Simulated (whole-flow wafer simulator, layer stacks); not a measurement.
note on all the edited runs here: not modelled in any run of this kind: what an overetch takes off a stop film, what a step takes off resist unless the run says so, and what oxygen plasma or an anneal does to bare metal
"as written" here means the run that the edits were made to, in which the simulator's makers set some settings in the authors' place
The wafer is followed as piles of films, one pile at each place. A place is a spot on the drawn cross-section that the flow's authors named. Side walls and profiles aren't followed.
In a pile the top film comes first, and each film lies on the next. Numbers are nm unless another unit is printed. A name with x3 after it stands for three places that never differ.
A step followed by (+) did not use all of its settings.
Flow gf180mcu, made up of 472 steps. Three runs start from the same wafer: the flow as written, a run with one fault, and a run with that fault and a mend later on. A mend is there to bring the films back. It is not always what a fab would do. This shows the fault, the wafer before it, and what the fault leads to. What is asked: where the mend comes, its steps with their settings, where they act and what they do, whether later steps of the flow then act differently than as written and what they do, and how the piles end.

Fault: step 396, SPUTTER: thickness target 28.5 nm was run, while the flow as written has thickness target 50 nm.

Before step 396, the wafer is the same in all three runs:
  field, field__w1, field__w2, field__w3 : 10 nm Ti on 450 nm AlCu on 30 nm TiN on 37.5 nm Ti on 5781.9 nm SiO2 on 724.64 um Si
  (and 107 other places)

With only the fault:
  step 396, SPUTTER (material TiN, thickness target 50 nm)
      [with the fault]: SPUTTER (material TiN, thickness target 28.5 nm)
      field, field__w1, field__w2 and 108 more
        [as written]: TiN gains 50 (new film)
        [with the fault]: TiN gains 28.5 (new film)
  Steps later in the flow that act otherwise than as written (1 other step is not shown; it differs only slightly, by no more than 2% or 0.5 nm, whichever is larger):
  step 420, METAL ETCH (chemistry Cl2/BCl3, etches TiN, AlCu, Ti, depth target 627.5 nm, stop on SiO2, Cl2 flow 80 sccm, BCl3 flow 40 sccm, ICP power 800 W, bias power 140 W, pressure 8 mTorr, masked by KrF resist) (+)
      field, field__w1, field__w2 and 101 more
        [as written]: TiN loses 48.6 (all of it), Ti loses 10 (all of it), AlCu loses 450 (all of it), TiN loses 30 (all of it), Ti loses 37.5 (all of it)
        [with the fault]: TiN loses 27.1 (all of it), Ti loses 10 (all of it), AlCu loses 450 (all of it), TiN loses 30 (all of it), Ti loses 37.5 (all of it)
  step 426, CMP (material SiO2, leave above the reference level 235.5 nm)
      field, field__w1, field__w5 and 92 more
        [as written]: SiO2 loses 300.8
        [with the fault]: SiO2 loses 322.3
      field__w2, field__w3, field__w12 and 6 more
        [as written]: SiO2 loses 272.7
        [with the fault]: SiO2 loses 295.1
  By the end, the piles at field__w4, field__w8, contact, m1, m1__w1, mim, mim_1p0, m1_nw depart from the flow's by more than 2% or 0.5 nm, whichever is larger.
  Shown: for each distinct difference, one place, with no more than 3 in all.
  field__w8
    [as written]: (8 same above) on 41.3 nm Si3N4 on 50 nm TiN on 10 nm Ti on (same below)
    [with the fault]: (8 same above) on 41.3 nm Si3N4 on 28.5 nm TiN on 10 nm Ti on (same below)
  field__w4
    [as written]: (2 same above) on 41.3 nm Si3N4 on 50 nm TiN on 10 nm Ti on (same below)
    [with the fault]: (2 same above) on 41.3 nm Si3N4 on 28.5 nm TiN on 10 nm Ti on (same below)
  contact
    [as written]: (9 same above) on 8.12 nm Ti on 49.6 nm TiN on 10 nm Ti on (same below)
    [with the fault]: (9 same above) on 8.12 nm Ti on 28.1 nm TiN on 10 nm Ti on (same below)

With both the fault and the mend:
  The mend follows step 396.
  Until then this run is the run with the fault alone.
  step 396a, SPUTTER (material TiN, thickness target 21.5 nm) (the flow's step 396, run once more with other settings)
      field, field__w1, field__w2 and 108 more
        TiN gains 21.5
  Every later step of the flow that is run acts as written at every place that is followed.
  At every place that both follow, the piles at the end match the flow's.
